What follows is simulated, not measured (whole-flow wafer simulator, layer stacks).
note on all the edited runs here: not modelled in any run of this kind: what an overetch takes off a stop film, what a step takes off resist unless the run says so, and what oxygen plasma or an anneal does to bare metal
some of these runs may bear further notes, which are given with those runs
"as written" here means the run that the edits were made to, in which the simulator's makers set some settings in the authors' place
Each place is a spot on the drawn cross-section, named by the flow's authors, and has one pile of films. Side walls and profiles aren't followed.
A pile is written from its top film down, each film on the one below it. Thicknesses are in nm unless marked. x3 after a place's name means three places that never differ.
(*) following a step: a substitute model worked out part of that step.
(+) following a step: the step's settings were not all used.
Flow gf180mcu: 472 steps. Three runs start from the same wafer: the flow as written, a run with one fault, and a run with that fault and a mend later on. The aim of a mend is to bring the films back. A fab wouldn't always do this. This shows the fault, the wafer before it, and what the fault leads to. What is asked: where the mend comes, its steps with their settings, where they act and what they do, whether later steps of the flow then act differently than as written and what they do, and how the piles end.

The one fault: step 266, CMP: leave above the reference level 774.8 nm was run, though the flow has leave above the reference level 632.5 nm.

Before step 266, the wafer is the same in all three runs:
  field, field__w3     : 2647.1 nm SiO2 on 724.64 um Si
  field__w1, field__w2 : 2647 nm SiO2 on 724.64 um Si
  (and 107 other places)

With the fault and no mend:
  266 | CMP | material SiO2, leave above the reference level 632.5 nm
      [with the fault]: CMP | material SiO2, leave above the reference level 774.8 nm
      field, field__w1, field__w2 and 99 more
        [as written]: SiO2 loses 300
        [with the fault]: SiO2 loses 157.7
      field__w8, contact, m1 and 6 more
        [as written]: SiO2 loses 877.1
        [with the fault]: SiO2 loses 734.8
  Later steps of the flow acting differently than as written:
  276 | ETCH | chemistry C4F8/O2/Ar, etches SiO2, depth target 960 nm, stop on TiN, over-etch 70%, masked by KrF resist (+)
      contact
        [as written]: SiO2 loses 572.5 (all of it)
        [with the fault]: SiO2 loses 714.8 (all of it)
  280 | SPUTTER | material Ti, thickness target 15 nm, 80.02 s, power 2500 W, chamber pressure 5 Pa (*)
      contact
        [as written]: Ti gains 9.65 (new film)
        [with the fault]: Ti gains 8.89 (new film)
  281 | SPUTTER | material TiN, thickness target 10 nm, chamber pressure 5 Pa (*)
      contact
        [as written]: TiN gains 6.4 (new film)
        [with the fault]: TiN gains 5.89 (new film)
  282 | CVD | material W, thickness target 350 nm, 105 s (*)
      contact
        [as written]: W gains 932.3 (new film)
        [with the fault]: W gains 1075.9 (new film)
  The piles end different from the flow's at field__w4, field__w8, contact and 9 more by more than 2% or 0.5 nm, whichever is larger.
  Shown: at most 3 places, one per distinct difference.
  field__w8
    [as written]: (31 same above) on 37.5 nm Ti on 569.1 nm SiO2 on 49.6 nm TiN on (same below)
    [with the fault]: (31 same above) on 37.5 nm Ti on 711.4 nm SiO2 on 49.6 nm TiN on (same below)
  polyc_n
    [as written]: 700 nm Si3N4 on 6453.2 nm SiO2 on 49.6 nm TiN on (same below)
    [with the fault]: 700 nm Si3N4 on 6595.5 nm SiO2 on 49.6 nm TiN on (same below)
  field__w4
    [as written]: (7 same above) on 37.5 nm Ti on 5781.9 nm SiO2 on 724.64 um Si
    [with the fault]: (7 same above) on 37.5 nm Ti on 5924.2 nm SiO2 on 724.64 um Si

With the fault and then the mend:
  The mend follows step 274.
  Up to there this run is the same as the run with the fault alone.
  274a | STRIP | chemistry O2/N2, power 2160 W, pressure 1700 mTorr (*)
      field, field__w1, field__w2 and 107 more
        KrF resist loses 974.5 (all of it), anti-reflective coat loses 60 (all of it)
      contact
        anti-reflective coat loses 60 (all of it)
  274b | CMP | material SiO2, leave above the reference level 632.5 nm (the flow's step 266 again)
      field, field__w1, field__w2 and 108 more
        SiO2 loses 142.3
  274c | HMDS | 120 C, 60 s (the flow's step 268 again)
      leaves every film unchanged at each place that is followed
  274d | COAT | anti-reflective coat, thickness 60 nm, 182 C, 71 s (the flow's step 269 again)
      field, field__w1, field__w2 and 108 more
        anti-reflective coat gains 60 (new film)
  274e | COAT | KrF resist, thickness 1000 nm (the flow's step 270 again)
      field, field__w1, field__w2 and 108 more
        KrF resist gains 1000 (new film)
  274f | SOFTBAKE | KrF resist (the flow's step 271 again)
      leaves every film unchanged at each place that is followed
  274g | EXPOSE | photomask Via1 (the flow's step 272 again)
      leaves every film unchanged at each place that is followed
  274h | PEB | KrF resist, 135 C, 90 s (the flow's step 273 again)
      field, field__w1, field__w2 and 108 more
        KrF resist loses 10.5
  274i | DEVELOP | KrF resist, thickness 1000 nm, 60 s (the flow's step 274 again)
      field, field__w1, field__w2 and 107 more
        KrF resist loses 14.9
      contact
        KrF resist loses 989.5 (all of it)
  Every later step of the flow that is run acts as written at every place that is followed.
  By the end, the piles equal the flow's at every place that both follow.
